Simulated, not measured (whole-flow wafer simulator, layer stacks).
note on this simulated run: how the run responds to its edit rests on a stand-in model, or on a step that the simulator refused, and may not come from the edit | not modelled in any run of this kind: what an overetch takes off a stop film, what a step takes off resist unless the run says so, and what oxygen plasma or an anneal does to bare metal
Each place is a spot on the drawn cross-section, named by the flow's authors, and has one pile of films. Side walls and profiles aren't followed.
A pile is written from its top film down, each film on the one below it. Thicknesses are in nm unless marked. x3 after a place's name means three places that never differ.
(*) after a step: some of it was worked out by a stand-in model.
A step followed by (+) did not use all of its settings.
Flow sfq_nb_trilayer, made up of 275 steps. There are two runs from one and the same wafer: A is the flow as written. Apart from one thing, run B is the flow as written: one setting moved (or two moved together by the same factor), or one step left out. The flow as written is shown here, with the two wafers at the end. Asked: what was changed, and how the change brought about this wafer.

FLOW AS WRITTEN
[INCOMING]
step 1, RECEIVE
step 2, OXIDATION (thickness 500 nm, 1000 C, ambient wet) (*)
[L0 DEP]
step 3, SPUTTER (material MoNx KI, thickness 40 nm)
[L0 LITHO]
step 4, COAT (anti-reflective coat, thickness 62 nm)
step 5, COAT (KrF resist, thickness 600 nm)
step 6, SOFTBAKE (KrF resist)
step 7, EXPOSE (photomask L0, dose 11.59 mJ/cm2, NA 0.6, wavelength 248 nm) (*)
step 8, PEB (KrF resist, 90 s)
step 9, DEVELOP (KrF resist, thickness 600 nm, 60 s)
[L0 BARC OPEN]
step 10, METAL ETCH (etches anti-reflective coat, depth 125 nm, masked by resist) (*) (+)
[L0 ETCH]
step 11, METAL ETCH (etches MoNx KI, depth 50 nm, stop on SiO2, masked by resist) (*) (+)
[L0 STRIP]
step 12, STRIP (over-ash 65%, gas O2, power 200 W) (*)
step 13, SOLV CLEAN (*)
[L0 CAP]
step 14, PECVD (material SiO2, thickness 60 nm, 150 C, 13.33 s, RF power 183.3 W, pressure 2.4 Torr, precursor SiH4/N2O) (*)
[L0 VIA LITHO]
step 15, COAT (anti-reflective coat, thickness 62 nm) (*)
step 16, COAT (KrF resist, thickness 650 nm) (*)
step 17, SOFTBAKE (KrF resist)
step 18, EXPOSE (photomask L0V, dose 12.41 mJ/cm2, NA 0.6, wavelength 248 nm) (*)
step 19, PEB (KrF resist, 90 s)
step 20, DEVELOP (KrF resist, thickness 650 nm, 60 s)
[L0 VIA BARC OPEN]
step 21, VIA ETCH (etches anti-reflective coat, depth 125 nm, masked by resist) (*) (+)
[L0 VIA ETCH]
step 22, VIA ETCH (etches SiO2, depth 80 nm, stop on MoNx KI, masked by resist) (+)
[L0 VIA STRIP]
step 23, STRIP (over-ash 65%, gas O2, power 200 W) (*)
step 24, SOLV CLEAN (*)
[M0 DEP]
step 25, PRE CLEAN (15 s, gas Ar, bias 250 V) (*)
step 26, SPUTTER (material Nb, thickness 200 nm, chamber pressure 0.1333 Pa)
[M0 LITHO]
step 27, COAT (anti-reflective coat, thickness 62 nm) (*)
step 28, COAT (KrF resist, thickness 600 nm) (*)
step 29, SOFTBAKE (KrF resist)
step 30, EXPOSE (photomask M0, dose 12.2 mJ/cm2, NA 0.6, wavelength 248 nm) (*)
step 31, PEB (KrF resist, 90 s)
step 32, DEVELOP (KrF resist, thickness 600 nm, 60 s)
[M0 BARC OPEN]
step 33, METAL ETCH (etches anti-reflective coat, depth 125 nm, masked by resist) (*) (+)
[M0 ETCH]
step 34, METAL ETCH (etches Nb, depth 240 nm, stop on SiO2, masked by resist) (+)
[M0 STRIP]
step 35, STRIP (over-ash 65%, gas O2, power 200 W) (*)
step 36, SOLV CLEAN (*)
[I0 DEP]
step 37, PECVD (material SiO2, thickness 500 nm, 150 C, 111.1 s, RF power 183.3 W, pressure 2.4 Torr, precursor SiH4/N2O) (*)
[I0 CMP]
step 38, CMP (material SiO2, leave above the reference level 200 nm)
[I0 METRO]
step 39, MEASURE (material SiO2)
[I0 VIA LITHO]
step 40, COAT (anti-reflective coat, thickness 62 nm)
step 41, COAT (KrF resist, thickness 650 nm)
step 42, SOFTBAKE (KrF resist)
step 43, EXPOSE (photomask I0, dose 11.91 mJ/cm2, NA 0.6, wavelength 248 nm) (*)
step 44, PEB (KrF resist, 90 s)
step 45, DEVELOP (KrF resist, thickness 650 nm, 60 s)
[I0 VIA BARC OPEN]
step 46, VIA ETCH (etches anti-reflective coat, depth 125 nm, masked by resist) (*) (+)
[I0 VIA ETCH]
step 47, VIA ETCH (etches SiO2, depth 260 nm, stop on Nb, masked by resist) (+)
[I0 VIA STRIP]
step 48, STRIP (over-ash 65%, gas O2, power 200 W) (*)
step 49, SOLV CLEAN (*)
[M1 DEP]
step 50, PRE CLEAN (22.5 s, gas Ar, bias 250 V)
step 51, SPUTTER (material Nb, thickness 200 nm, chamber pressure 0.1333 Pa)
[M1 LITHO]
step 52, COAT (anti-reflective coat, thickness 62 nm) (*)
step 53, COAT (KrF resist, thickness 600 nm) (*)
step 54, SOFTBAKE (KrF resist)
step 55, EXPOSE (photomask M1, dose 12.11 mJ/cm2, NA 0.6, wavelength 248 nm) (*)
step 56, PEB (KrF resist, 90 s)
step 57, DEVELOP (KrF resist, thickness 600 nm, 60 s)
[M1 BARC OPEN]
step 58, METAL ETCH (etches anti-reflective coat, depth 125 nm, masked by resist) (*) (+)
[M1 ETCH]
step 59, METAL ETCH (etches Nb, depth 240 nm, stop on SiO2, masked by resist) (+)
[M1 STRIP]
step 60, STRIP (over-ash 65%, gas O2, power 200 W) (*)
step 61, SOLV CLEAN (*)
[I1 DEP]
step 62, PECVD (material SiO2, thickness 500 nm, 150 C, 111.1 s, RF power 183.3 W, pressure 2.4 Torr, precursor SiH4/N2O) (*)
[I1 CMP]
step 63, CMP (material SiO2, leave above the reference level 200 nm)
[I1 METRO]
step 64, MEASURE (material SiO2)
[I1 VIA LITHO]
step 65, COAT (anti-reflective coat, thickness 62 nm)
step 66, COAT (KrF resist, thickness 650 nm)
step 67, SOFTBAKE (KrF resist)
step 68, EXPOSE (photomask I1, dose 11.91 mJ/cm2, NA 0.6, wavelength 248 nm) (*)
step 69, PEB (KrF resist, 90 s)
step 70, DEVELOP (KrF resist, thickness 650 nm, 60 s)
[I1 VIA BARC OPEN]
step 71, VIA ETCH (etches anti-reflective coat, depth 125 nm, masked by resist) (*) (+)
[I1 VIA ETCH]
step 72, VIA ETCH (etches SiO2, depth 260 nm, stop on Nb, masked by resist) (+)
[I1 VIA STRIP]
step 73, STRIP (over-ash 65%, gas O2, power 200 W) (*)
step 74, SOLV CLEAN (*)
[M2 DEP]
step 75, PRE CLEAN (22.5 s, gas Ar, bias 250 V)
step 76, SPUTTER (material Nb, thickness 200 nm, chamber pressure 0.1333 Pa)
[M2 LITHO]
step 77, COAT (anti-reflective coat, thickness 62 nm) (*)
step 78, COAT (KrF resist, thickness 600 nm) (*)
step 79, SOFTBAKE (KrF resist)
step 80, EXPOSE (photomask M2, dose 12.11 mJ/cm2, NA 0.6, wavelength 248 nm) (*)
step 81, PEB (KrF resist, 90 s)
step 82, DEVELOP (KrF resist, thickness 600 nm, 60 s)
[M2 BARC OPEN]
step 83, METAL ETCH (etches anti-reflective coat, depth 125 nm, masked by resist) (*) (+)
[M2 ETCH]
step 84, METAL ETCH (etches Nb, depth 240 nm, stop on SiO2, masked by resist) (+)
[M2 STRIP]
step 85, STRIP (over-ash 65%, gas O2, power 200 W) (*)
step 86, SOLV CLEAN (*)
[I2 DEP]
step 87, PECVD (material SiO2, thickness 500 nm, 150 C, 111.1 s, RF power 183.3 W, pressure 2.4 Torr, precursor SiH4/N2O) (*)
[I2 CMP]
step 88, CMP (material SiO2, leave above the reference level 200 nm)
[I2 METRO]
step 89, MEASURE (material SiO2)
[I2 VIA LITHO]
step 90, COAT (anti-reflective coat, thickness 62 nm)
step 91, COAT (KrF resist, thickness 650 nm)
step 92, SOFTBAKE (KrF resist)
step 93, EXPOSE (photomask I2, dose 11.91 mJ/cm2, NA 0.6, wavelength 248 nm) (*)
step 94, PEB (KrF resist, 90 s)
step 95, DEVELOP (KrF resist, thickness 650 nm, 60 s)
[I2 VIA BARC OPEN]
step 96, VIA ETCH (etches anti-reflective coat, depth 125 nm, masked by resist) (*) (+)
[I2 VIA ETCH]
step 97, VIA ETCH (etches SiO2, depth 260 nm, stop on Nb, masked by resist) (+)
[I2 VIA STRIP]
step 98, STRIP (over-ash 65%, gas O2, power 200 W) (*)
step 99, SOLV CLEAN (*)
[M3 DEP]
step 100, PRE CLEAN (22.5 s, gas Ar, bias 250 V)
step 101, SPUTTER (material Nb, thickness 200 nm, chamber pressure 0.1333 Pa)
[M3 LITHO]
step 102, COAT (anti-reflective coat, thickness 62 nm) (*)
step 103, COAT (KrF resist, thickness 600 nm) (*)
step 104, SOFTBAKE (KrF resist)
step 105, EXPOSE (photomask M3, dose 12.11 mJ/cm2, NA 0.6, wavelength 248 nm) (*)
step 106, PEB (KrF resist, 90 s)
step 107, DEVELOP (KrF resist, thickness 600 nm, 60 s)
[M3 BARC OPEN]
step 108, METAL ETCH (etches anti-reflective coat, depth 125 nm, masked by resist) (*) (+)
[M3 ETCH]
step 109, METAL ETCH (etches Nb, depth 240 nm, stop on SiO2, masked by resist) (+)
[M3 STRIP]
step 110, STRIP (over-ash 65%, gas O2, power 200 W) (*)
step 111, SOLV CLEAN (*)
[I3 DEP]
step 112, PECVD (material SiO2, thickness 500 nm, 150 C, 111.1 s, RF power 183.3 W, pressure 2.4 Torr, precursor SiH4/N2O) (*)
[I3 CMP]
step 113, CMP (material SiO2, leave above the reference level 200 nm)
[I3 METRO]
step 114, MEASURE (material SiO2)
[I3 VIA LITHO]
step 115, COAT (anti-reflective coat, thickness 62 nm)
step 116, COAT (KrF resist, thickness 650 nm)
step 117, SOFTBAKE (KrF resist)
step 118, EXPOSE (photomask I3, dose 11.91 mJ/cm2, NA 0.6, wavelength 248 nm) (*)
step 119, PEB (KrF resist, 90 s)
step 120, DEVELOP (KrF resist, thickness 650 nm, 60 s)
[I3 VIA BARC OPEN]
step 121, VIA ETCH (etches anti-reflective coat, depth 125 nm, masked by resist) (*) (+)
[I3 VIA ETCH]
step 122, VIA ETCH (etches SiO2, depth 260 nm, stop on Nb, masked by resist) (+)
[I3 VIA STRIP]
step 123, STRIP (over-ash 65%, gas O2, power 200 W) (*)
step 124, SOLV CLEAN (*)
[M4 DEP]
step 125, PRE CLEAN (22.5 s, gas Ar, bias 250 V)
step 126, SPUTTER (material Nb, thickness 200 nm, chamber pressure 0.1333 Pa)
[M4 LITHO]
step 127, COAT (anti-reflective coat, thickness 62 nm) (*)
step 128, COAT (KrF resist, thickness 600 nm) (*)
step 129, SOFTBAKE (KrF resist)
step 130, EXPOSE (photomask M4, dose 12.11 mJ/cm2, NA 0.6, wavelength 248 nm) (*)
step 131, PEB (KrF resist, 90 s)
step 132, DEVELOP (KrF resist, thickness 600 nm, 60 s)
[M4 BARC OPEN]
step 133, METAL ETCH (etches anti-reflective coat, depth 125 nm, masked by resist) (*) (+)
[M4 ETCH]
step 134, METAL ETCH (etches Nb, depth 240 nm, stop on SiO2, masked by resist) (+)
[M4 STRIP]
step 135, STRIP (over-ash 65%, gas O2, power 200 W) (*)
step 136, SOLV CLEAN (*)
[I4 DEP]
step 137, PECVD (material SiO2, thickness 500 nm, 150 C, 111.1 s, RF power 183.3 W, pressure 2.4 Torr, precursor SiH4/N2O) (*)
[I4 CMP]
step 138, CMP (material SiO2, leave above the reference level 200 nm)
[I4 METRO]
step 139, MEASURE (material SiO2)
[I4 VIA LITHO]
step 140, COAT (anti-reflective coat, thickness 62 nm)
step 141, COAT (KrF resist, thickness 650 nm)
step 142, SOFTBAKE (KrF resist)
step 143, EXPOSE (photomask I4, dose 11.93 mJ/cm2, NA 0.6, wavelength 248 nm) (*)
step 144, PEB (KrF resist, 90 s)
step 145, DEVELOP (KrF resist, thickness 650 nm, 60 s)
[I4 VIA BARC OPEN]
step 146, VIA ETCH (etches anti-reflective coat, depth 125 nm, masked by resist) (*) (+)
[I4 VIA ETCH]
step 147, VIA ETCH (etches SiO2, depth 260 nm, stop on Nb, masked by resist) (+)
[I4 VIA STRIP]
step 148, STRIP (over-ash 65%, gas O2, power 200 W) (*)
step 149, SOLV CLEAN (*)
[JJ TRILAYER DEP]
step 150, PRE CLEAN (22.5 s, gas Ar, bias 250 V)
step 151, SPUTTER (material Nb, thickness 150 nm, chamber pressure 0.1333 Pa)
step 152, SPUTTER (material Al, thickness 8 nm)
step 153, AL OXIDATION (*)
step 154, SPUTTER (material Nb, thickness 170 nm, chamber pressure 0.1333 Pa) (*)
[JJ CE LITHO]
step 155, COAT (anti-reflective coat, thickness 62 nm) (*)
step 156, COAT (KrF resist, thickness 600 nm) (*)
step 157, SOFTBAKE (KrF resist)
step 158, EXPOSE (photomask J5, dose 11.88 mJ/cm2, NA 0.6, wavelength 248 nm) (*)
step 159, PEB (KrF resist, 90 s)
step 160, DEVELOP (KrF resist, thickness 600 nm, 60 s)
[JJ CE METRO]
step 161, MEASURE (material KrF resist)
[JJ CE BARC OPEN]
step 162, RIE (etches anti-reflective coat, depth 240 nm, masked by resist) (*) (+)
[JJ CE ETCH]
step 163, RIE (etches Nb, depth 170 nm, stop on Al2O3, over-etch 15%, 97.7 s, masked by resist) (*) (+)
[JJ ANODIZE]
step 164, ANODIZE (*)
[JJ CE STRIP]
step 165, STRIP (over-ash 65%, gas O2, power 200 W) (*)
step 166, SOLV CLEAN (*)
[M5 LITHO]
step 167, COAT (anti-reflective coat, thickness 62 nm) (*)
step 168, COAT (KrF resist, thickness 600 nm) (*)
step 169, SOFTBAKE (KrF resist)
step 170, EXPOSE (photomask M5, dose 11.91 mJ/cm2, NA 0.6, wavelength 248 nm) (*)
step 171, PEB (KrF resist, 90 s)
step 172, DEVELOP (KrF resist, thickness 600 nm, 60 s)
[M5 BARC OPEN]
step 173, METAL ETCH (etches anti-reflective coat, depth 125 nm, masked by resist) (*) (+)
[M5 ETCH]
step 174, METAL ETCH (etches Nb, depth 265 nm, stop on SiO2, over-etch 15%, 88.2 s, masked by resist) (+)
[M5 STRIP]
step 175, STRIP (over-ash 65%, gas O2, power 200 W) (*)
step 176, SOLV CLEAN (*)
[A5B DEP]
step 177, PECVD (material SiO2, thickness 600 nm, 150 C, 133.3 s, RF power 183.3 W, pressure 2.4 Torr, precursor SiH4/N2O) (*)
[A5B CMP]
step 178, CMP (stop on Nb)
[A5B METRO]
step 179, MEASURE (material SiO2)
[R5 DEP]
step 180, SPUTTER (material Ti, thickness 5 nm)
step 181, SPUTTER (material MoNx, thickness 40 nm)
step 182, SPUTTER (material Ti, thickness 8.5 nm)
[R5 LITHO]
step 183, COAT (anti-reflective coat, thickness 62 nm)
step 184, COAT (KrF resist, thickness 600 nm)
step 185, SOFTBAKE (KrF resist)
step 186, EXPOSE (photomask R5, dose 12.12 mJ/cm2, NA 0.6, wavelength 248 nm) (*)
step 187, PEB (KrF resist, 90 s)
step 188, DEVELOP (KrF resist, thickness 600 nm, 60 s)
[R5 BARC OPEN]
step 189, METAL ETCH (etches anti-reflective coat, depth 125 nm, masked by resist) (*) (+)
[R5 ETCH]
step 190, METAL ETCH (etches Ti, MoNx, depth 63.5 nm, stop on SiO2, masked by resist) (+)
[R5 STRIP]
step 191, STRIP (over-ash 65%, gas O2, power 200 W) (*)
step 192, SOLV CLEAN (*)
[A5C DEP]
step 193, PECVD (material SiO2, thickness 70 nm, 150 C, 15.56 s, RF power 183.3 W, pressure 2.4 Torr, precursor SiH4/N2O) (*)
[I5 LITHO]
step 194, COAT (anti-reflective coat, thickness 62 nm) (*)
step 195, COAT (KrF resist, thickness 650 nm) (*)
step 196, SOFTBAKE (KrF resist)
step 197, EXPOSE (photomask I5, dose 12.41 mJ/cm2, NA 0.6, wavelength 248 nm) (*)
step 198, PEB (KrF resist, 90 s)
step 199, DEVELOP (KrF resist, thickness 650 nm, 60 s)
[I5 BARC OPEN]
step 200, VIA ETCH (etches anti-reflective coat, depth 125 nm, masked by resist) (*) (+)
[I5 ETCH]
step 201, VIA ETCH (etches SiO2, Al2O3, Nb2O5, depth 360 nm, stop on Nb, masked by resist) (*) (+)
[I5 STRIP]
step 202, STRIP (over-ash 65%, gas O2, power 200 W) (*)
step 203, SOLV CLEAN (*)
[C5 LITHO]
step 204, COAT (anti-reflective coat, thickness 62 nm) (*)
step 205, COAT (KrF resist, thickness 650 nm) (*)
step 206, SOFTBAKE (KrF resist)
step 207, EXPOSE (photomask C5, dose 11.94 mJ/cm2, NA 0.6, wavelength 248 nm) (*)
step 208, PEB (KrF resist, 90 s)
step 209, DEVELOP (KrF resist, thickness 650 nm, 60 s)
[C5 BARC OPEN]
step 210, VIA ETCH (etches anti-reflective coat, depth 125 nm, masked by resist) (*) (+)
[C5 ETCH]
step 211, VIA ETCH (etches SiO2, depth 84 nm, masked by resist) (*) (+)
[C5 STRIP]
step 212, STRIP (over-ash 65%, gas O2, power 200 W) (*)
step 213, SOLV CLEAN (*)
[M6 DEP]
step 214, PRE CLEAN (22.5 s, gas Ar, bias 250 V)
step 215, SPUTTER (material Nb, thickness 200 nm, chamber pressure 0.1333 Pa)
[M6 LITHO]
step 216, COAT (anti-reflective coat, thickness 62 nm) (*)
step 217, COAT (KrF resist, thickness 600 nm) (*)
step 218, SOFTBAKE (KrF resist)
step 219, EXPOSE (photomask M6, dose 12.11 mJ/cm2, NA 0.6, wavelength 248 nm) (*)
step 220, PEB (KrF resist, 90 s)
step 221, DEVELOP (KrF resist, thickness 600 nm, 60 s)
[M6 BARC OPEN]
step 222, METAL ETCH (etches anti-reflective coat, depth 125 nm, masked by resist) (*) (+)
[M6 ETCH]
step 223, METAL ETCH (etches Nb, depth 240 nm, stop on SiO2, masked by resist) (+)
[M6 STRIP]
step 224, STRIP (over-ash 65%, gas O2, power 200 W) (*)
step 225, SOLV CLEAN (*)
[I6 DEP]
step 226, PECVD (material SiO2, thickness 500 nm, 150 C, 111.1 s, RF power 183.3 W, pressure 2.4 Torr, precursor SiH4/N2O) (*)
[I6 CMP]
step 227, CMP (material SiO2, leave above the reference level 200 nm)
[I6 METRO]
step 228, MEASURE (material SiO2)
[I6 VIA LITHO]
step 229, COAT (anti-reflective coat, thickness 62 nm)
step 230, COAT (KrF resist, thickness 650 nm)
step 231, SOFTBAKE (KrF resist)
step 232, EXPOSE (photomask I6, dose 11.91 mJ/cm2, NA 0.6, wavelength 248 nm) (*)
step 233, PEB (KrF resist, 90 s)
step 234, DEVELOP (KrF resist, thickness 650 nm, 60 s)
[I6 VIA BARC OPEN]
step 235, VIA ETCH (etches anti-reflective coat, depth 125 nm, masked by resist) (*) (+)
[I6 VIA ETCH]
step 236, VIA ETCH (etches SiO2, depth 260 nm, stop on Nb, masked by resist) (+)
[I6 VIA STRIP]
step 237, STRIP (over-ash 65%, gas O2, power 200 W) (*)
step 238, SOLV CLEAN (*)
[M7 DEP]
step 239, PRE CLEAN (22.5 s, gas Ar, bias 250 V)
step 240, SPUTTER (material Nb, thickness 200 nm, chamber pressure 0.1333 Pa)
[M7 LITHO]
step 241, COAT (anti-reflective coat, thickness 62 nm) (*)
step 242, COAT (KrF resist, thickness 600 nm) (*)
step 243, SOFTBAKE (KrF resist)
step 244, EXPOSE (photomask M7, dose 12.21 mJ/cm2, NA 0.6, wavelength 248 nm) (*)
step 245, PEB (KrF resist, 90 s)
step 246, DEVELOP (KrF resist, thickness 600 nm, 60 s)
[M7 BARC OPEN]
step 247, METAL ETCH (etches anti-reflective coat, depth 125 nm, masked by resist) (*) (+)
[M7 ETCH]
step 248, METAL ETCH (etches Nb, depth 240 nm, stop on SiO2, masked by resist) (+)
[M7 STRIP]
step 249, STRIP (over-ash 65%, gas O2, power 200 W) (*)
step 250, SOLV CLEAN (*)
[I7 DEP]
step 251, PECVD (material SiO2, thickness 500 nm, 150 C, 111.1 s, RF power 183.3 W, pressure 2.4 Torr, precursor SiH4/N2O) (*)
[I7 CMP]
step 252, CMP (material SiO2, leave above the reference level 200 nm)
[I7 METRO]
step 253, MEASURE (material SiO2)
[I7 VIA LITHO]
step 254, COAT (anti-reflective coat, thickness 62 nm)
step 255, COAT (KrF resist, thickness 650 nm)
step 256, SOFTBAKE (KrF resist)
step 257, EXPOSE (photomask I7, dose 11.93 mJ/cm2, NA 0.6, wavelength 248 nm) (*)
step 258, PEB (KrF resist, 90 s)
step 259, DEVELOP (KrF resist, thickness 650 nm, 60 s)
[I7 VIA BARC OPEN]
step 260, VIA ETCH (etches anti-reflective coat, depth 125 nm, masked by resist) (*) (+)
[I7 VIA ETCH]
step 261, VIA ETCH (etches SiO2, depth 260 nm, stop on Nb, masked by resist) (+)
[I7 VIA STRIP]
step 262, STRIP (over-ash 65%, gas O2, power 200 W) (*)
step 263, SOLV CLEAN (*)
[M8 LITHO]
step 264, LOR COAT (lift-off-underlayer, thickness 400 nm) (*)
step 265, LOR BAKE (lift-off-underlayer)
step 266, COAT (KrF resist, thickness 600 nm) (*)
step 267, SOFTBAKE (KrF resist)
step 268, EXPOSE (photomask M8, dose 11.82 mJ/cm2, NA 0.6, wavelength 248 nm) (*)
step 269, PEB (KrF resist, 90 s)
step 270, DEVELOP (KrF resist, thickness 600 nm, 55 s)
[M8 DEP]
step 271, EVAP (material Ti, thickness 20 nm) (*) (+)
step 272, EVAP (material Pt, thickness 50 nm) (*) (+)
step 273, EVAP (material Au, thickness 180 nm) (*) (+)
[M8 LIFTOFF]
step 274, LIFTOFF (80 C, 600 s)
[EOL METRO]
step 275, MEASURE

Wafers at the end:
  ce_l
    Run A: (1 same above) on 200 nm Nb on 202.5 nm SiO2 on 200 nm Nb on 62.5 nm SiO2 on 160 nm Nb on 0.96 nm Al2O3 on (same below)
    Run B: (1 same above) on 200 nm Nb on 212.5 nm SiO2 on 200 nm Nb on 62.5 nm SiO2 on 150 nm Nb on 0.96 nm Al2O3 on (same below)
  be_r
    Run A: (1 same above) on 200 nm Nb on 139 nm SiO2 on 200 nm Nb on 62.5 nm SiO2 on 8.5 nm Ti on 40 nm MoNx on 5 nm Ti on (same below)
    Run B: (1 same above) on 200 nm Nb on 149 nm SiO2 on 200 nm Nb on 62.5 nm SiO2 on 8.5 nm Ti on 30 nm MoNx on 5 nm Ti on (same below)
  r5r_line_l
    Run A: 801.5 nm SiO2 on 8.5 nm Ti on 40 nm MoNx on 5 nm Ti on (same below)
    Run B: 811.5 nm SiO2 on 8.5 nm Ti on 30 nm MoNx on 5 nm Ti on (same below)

Cause: step 181, SPUTTER: thickness 30 nm was run, though the flow has thickness 40 nm.
The wafer itself shows it: be_r has MoNx 30, and step 181 as written asks for 40 nm.

Step by step, how the change led to this:
  step 181, SPUTTER (material MoNx, thickness 40 nm)
      field_l, v_sur, via_wl and 103 more: A +40 MoNx (new film) | B +30 MoNx (new film)
  step 190, METAL ETCH (etches Ti, MoNx, depth 63.5 nm, stop on SiO2, masked by resist) (+)
      field_l, v_sur, via_wl and 92 more: A -8.5 Ti (all of it), -40 MoNx (all of it), -5 Ti (all of it) | B -8.5 Ti (all of it), -30 MoNx (all of it), -5 Ti (all of it)
      ce_l, c5j, ce_r, wl_jj: A -8.5 Ti (all of it), -40 MoNx (all of it), -5 Ti (all of it), -10 Nb | B -8.5 Ti (all of it), -30 MoNx (all of it), -5 Ti (all of it), -20 Nb
  step 194, COAT (anti-reflective coat, thickness 62 nm) (*)
      wl_j_sl, wl_j_sr: A +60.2 anti-reflective coat (new film) | B +58.4 anti-reflective coat (new film)
      r5r_spacepad_l, r5r_spacepad_r: A +84.4 anti-reflective coat (new film) | B +80.1 anti-reflective coat (new film)
      (also at 12 further places)
  step 202, STRIP (over-ash 65%, gas O2, power 200 W) (*)
      wl_j_sl, wl_j_sr: A -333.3 KrF resist (all of it), -60.2 anti-reflective coat (all of it) | B -333.5 KrF resist (all of it), -58.4 anti-reflective coat (all of it)
      r5r_spacepad_l, r5r_spacepad_r: A -335.6 KrF resist (all of it), -84.4 anti-reflective coat (all of it) | B -335.3 KrF resist (all of it), -80.1 anti-reflective coat (all of it)
      (also at 12 further places)
  step 204, COAT (anti-reflective coat, thickness 62 nm) (*)
      wl_j_sl, wl_j_sr: A +60.2 anti-reflective coat (new film) | B +58.4 anti-reflective coat (new film)
      r5r_spacepad_l, r5r_spacepad_r: A +84.4 anti-reflective coat (new film) | B +80.1 anti-reflective coat (new film)
      (also at 12 further places)
  step 210, VIA ETCH (etches anti-reflective coat, depth 125 nm, masked by resist) (*) (+)
      c5j: A -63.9 anti-reflective coat (all of it), -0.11 SiO2 | B -66.7 anti-reflective coat (all of it), -0.1 SiO2
  step 212, STRIP (over-ash 65%, gas O2, power 200 W) (*)
      wl_j_sl, wl_j_sr: A -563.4 KrF resist (all of it), -60.2 anti-reflective coat (all of it) | B -562.9 KrF resist (all of it), -58.4 anti-reflective coat (all of it)
      r5r_spacepad_l, r5r_spacepad_r: A -565.8 KrF resist (all of it), -84.4 anti-reflective coat (all of it) | B -564.6 KrF resist (all of it), -80.1 anti-reflective coat (all of it)
      (also at 11 further places)
  step 216, COAT (anti-reflective coat, thickness 62 nm) (*)
      r5r_line_l, r5r_line_c, r5r_line_r: A +50 anti-reflective coat (new film) | B +51.7 anti-reflective coat (new film)
      wl_j_sl, wl_j_sr: A +60.2 anti-reflective coat (new film) | B +58.5 anti-reflective coat (new film)
      (also at 11 further places)
  step 222, METAL ETCH (etches anti-reflective coat, depth 125 nm, masked by resist) (*) (+)
      r5r_line_l, r5r_line_c, r5r_line_r: A -50 anti-reflective coat (all of it) | B -51.7 anti-reflective coat (all of it)
      r5r_spacepad_l, r5r_spacepad_r: A -85.7 anti-reflective coat (all of it) | B -80.9 anti-reflective coat (all of it)
      (also at 1 further place)
  step 224, STRIP (over-ash 65%, gas O2, power 200 W) (*)
      wl_j_sl, wl_j_sr: A -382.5 KrF resist (all of it), -60.2 anti-reflective coat (all of it) | B -382.6 KrF resist (all of it), -58.5 anti-reflective coat (all of it)
      jj_sur: A -378.5 KrF resist (all of it), -56.1 anti-reflective coat (all of it) | B -378 KrF resist (all of it), -54.2 anti-reflective coat (all of it)
      (also at 7 further places)
  step 226, PECVD (material SiO2, thickness 500 nm, 150 C, 111.1 s, RF power 183.3 W, pressure 2.4 Torr, precursor SiH4/N2O) (*)
      r5r_spacepad_l, r5r_spacepad_r: A +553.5 SiO2 | B +541 SiO2
  step 227, CMP (material SiO2, leave above the reference level 200 nm)
      ce_l, ce_r, wl_jj: A -290 SiO2 | B -280 SiO2
      be_r, r_sur, r_end: A -353.5 SiO2 | B -343.5 SiO2
      (also at 7 further places)
